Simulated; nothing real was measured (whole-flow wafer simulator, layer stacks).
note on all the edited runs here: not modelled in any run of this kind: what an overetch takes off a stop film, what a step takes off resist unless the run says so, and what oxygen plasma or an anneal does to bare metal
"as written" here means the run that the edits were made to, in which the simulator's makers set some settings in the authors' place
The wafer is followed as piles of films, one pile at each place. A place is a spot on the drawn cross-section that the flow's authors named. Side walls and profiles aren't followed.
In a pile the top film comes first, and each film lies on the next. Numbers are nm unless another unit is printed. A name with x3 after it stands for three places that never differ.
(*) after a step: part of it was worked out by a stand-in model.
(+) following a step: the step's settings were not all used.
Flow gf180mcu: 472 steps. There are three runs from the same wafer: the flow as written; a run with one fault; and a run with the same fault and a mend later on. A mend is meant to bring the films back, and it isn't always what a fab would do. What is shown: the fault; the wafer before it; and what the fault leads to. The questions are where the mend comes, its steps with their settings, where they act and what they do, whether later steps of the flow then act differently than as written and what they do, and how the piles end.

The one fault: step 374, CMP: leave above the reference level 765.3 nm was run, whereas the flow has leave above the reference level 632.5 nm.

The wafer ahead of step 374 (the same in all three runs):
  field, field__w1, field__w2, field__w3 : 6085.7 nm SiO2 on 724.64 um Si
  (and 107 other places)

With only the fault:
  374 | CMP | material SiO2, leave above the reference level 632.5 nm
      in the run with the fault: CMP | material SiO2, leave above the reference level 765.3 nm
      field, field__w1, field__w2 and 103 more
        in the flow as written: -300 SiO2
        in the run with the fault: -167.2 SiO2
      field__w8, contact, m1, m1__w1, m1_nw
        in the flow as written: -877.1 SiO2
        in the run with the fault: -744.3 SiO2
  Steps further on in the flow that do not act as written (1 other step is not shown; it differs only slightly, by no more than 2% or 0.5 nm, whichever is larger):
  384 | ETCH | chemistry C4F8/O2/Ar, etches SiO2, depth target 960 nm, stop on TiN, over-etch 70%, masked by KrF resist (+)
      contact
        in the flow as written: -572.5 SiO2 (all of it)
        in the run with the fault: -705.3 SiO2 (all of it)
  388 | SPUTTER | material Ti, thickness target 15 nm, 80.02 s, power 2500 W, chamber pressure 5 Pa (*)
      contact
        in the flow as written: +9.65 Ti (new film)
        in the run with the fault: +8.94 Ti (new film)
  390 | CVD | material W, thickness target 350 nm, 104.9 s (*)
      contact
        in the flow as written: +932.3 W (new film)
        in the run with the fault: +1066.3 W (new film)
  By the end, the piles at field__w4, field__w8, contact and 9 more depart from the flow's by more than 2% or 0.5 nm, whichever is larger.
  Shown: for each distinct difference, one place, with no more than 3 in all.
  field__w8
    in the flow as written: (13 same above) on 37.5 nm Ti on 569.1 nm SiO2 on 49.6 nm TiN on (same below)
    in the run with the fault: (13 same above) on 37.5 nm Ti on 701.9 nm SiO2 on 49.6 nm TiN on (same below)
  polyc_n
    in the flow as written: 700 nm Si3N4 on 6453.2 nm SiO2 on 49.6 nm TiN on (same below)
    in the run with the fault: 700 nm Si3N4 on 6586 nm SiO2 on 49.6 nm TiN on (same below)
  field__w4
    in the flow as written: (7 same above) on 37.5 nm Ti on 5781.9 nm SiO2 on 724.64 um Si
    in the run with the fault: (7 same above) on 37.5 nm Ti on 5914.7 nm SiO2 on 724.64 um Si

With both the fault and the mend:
  The mend follows step 374.
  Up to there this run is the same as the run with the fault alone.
  374a | CMP | material SiO2, leave above the reference level 632.5 nm (a further turn of the flow's step 374)
      field, field__w1, field__w2 and 108 more
        -132.8 SiO2
  None of the later steps of the flow acts differently than as written at any place that is followed.
  The piles end the same as the flow's at every place that both follow.
